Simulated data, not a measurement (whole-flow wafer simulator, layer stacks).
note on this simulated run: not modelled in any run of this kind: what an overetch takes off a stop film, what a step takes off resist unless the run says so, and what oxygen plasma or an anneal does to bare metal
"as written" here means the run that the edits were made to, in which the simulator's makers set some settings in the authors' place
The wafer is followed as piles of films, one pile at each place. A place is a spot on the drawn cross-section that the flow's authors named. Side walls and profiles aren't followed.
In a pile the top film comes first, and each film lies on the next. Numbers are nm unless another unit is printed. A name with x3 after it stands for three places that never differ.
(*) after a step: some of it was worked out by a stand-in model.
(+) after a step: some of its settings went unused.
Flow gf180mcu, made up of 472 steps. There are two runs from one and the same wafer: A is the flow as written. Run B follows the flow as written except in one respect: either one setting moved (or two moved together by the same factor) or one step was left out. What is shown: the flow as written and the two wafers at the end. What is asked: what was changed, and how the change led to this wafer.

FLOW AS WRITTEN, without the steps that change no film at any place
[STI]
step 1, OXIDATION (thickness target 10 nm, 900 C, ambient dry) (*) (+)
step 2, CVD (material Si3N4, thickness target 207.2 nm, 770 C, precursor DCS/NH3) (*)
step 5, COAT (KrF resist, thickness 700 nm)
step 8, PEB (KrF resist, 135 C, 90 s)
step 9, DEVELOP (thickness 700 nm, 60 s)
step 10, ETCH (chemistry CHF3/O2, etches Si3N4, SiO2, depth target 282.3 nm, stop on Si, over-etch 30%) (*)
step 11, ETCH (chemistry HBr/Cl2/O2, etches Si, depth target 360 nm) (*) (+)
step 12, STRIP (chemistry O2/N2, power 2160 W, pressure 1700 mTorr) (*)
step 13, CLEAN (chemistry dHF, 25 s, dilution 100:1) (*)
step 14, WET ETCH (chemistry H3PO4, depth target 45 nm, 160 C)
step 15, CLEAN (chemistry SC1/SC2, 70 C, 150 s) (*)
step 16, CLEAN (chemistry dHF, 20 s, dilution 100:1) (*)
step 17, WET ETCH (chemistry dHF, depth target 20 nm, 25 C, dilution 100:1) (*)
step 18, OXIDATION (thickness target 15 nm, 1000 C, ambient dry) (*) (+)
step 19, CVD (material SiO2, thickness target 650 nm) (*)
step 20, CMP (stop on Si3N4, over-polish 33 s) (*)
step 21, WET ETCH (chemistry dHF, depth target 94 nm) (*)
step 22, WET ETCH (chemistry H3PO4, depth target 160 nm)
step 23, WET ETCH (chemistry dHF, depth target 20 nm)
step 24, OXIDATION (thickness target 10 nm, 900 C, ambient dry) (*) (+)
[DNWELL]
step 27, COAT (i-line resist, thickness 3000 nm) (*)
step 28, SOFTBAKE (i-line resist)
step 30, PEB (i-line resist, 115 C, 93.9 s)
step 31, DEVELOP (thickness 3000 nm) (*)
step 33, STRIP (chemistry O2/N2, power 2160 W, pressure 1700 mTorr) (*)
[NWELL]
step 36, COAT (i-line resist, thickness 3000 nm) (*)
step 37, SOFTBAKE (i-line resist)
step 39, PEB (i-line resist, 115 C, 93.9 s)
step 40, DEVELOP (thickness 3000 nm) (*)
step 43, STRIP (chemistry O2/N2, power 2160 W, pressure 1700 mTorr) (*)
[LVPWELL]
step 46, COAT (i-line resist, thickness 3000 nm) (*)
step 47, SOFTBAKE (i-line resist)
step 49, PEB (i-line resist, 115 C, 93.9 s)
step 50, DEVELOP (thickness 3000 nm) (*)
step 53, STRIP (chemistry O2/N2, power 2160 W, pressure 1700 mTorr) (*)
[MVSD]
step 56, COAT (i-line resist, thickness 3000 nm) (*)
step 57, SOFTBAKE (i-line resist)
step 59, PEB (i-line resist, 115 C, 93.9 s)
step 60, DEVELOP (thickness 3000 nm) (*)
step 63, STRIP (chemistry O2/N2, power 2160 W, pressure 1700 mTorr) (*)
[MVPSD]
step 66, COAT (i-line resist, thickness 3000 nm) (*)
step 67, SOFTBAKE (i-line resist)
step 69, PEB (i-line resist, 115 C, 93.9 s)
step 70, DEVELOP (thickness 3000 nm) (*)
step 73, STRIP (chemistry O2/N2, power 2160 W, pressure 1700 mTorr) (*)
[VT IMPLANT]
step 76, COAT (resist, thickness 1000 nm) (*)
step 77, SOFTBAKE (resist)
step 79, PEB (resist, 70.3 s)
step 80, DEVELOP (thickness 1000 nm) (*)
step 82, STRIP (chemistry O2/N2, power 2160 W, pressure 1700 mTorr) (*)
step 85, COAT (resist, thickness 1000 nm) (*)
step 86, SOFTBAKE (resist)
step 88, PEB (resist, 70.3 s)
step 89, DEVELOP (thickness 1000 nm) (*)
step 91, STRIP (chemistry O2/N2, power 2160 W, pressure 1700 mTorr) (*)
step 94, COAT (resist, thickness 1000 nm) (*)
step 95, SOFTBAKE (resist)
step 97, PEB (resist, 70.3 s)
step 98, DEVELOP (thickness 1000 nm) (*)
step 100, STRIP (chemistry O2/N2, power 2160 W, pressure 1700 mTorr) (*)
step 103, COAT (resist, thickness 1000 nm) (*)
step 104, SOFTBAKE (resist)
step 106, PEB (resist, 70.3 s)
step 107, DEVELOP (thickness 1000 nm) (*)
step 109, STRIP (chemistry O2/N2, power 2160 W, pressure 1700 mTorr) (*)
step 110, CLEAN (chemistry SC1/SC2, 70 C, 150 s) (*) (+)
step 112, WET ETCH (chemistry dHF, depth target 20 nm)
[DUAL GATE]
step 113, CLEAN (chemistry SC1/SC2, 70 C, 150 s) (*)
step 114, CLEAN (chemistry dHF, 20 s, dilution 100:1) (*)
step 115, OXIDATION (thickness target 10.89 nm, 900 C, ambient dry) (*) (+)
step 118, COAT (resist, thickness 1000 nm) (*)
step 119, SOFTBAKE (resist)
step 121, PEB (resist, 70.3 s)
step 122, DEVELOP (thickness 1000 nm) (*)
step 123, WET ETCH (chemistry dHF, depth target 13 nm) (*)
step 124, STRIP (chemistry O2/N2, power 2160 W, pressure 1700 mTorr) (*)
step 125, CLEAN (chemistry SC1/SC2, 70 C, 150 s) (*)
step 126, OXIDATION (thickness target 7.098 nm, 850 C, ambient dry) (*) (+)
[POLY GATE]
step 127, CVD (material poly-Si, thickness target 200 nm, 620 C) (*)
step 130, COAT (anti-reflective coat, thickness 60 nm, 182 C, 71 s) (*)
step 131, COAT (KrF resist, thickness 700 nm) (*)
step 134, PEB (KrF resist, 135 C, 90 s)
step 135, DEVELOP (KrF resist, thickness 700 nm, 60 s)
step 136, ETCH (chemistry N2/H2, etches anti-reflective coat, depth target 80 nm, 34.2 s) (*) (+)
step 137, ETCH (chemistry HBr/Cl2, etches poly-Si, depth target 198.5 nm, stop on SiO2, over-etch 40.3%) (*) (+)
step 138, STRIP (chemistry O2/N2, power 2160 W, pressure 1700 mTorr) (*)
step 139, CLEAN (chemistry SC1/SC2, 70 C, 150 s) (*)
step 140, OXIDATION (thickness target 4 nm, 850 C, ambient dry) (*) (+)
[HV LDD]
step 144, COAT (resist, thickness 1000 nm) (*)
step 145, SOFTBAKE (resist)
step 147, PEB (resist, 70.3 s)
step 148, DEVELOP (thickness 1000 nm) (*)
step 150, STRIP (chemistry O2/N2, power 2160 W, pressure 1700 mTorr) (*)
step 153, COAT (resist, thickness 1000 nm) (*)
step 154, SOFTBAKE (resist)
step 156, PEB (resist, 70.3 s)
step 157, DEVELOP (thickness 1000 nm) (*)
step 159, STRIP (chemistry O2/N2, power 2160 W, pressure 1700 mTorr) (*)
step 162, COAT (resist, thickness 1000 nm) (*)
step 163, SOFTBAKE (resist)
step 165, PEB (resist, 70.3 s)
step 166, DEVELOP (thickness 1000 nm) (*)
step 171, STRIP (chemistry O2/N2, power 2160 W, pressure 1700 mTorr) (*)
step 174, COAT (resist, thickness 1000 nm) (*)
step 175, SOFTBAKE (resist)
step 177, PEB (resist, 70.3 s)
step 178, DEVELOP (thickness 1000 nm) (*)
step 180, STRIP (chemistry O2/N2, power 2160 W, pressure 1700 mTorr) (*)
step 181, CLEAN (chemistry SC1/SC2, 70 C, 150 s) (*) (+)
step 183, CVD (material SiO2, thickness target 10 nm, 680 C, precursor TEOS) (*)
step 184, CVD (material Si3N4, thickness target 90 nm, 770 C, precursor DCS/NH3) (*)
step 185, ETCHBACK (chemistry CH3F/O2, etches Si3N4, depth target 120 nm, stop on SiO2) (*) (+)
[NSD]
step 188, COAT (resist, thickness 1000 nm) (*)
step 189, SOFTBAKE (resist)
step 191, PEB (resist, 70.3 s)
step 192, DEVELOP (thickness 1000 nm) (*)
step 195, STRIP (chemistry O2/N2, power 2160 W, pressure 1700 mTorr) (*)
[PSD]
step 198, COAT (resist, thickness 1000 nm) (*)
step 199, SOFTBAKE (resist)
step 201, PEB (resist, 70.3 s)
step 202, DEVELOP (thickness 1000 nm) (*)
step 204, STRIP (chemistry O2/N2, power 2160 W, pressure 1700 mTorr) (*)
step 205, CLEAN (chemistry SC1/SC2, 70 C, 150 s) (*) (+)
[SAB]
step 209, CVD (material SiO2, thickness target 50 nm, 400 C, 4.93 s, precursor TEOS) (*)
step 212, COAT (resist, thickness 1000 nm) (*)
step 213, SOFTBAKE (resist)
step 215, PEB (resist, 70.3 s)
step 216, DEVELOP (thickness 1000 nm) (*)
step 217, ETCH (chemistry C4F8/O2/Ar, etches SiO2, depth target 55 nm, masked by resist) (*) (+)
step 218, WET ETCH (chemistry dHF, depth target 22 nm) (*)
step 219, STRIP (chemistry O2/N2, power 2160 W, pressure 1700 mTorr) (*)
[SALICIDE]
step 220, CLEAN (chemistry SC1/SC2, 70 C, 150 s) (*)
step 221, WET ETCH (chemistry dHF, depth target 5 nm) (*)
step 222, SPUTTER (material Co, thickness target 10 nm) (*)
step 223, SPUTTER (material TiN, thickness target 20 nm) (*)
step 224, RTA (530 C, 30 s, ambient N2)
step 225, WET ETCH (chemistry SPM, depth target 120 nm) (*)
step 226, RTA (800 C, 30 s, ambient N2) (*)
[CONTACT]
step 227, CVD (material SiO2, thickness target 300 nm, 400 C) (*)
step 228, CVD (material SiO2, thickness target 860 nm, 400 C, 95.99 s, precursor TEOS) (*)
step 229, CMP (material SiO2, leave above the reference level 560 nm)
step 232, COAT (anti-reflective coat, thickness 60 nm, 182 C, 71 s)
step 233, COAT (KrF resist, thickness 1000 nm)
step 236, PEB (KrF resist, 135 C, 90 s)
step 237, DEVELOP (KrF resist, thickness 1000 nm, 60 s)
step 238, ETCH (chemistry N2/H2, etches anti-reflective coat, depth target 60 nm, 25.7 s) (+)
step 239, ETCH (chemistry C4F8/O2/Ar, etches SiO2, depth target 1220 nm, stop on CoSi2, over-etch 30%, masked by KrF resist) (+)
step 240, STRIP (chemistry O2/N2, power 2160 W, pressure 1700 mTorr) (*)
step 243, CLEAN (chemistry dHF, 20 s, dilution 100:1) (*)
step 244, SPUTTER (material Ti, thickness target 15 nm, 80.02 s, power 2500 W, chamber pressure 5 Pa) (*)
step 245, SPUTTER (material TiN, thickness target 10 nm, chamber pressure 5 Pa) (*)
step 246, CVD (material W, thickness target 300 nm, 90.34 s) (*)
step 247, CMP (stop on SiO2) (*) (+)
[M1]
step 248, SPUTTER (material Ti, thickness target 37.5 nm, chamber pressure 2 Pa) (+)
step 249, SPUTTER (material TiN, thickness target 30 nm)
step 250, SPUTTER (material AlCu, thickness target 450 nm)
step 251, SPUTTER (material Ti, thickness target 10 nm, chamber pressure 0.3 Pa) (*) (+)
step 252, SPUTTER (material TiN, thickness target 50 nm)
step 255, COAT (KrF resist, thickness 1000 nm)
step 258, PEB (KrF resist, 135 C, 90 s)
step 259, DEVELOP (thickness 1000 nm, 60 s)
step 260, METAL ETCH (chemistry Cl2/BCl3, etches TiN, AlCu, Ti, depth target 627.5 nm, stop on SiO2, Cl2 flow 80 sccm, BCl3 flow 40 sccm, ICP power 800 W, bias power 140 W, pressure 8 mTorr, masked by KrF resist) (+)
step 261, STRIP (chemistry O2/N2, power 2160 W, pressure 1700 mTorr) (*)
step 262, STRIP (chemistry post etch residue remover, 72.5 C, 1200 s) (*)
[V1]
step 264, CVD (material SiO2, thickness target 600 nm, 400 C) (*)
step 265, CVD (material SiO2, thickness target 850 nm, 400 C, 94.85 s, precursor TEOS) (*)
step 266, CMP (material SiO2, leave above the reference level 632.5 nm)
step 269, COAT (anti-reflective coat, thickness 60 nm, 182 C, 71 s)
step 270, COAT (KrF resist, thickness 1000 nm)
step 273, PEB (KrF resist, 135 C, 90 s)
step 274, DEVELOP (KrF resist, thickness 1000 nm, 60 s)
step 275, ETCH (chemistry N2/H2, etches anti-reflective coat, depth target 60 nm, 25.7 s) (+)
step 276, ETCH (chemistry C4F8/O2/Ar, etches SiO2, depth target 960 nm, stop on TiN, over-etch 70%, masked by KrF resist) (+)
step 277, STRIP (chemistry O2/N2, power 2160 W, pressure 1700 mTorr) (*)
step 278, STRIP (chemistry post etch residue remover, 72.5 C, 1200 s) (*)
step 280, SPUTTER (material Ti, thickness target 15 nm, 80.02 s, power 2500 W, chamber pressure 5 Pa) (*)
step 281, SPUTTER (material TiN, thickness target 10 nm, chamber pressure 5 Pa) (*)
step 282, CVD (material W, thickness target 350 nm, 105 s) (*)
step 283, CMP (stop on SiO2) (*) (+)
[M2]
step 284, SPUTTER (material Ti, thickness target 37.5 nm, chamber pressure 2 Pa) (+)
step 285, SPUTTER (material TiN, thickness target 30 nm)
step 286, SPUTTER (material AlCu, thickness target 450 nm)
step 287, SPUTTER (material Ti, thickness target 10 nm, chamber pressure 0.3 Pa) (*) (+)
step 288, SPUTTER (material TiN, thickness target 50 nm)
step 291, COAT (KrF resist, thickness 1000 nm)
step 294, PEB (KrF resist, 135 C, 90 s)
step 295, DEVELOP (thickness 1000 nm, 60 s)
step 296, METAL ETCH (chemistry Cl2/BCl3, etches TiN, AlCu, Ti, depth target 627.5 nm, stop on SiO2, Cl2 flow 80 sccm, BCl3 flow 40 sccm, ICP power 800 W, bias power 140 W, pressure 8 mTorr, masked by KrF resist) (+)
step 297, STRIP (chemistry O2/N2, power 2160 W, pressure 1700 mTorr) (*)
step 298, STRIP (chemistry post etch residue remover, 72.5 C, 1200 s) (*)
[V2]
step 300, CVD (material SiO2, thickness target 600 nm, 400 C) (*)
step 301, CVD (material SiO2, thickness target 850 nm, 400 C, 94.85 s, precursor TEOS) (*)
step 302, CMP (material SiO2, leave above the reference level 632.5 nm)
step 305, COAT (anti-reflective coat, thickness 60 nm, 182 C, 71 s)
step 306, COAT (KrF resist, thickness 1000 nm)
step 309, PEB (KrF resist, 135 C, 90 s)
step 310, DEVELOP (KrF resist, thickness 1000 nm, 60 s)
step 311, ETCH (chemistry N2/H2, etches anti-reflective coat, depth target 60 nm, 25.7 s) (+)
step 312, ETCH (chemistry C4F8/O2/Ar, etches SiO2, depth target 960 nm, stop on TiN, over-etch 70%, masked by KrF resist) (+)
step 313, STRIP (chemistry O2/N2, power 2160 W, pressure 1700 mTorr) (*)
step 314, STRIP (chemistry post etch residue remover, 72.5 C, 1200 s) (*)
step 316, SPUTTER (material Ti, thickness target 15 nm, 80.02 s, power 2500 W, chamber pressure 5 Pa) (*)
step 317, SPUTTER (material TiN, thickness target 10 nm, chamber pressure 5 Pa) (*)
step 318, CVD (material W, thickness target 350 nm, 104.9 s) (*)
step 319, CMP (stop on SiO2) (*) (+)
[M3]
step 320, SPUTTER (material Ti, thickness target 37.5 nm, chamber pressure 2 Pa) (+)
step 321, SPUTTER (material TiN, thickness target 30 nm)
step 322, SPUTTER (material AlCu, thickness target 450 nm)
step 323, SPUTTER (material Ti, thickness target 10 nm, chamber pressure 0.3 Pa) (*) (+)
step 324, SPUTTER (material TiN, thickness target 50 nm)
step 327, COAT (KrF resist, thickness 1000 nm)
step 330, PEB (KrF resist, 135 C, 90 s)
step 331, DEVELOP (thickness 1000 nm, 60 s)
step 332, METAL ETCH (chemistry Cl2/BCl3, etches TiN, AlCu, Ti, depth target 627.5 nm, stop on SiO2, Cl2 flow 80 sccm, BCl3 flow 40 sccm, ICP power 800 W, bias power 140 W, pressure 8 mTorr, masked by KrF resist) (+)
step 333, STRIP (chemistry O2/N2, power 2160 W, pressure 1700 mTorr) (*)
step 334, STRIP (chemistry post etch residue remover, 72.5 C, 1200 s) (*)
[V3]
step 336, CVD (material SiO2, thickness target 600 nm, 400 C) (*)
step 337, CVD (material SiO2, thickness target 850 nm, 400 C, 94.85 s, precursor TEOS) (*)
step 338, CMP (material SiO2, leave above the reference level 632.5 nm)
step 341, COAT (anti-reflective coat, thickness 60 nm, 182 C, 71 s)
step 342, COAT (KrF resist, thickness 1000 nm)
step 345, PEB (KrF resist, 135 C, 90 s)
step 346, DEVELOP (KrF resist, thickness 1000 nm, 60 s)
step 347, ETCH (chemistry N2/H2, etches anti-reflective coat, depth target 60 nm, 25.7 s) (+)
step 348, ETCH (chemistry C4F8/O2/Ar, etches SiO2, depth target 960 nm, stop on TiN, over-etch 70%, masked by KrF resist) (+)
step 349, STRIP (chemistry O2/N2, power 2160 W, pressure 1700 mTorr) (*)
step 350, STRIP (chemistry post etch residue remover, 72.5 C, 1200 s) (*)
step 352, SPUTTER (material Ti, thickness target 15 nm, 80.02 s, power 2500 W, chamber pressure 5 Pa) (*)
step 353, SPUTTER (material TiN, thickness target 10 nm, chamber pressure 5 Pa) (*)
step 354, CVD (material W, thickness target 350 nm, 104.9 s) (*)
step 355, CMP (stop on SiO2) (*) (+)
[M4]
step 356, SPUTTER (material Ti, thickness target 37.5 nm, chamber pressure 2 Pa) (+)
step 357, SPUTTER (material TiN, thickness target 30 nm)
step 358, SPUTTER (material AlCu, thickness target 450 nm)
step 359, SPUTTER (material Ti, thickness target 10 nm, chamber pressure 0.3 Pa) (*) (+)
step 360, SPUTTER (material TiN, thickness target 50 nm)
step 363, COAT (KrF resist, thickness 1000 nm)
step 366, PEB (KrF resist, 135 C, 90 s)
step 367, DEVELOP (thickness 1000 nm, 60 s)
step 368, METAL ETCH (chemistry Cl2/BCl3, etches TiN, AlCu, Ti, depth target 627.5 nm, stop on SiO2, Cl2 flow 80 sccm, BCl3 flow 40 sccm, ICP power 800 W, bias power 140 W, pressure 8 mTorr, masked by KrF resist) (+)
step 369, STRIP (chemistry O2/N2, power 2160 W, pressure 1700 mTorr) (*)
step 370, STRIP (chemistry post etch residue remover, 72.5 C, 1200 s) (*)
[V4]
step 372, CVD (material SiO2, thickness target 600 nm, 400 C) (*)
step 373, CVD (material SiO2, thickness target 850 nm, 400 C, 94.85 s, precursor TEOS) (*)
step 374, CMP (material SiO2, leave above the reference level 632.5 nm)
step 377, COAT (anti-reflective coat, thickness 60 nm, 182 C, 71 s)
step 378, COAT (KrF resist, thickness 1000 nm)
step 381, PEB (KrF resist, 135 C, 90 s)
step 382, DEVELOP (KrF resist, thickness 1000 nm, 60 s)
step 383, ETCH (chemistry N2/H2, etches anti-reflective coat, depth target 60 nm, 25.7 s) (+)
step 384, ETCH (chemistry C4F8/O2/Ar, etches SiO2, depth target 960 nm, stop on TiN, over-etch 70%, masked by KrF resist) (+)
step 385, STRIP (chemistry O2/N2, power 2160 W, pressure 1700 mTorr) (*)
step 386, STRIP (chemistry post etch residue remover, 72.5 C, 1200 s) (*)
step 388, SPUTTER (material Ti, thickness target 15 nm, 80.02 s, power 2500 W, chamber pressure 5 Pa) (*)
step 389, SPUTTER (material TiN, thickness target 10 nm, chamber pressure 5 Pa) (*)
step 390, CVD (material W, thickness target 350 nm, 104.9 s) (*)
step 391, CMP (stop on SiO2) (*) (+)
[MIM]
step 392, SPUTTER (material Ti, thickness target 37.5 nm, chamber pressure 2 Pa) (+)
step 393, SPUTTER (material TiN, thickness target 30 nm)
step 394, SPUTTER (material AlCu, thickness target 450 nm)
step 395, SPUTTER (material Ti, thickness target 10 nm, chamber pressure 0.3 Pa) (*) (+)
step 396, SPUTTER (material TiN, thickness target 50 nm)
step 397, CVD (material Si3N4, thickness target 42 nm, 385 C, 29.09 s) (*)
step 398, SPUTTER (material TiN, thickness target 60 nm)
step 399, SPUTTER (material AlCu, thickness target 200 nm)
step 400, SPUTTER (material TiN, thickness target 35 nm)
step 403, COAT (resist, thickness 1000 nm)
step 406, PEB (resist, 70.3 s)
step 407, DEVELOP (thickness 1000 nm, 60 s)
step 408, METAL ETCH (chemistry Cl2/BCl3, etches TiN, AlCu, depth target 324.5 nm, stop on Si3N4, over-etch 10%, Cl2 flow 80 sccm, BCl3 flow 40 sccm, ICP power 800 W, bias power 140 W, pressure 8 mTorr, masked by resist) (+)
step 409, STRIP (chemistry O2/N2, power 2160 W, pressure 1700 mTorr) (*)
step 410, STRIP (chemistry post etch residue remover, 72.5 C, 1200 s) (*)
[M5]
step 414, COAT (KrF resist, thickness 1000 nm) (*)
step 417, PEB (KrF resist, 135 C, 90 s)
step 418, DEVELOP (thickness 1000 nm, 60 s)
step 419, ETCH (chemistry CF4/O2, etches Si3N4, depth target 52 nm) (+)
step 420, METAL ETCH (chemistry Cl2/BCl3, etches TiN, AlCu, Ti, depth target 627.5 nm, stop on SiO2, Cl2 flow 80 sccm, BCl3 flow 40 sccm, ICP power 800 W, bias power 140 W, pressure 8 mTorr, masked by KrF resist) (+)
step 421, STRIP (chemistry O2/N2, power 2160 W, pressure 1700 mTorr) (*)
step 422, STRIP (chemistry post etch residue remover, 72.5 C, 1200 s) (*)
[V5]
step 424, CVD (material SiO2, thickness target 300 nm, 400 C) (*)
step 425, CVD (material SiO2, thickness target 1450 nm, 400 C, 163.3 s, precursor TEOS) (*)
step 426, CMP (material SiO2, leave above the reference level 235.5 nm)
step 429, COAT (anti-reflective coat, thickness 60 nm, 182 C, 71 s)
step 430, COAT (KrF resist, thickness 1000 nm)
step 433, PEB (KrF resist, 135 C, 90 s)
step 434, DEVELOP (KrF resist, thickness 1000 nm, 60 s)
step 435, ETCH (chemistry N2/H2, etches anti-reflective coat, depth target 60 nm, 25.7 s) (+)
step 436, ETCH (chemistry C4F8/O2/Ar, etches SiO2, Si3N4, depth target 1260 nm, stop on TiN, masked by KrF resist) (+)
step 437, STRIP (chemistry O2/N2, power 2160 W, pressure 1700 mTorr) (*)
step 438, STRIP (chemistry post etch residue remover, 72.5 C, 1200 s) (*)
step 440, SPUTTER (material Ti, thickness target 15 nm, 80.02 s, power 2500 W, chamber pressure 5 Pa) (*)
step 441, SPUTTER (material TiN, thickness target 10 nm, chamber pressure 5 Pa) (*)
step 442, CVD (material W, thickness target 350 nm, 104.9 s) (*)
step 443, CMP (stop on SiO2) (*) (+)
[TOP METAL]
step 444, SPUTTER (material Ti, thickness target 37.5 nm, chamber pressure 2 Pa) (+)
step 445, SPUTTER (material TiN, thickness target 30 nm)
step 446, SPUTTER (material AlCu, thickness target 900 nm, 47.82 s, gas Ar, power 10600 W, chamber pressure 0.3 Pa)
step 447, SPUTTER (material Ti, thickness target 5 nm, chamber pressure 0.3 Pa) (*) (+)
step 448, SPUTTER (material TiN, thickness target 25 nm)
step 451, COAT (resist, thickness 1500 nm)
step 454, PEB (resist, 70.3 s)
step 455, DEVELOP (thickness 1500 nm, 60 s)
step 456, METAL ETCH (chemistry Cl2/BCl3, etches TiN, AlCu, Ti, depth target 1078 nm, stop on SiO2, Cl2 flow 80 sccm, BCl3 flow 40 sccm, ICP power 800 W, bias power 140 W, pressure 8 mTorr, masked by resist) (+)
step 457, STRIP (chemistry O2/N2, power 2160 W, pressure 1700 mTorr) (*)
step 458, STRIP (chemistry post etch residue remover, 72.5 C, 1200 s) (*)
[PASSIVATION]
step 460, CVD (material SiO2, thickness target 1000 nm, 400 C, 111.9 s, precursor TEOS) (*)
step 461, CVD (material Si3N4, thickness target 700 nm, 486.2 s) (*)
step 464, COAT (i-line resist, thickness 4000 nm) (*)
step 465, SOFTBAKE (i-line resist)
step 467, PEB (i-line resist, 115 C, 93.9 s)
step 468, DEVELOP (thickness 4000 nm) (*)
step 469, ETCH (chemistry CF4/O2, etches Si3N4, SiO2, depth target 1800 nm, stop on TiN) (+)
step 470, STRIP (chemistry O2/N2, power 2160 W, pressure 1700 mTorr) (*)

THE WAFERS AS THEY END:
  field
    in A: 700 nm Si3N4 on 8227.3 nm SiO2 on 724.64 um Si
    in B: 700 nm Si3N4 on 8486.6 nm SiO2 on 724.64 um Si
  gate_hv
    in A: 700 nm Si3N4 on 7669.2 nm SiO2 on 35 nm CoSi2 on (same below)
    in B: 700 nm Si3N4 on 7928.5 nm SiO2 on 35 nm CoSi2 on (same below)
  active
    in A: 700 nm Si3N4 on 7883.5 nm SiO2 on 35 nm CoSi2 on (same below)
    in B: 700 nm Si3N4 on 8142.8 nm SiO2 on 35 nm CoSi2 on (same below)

What caused this: step 374, CMP: leave above the reference level 891.8 nm was run, while the flow as written has leave above the reference level 632.5 nm.

Step by step, how the change led to this:
  step 374, CMP (material SiO2, leave above the reference level 632.5 nm)
      field, field__w1, field__w2 and 103 more: A -300 SiO2 | B -40.7 SiO2
      field__w8, contact, m1, m1__w1, m1_nw: A -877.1 SiO2 | B -617.8 SiO2
  step 384, ETCH (chemistry C4F8/O2/Ar, etches SiO2, depth target 960 nm, stop on TiN, over-etch 70%, masked by KrF resist) (+)
      contact: A -572.5 SiO2 (all of it) | B -831.8 SiO2 (all of it)
  step 388, SPUTTER (material Ti, thickness target 15 nm, 80.02 s, power 2500 W, chamber pressure 5 Pa) (*)
      contact: A +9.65 Ti (new film) | B +8.31 Ti (new film)
  step 389, SPUTTER (material TiN, thickness target 10 nm, chamber pressure 5 Pa) (*)
      contact: A +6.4 TiN (new film) | B +5.5 TiN (new film)
  step 390, CVD (material W, thickness target 350 nm, 104.9 s) (*)
      contact: A +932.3 W (new film) | B +1193.8 W (new film)
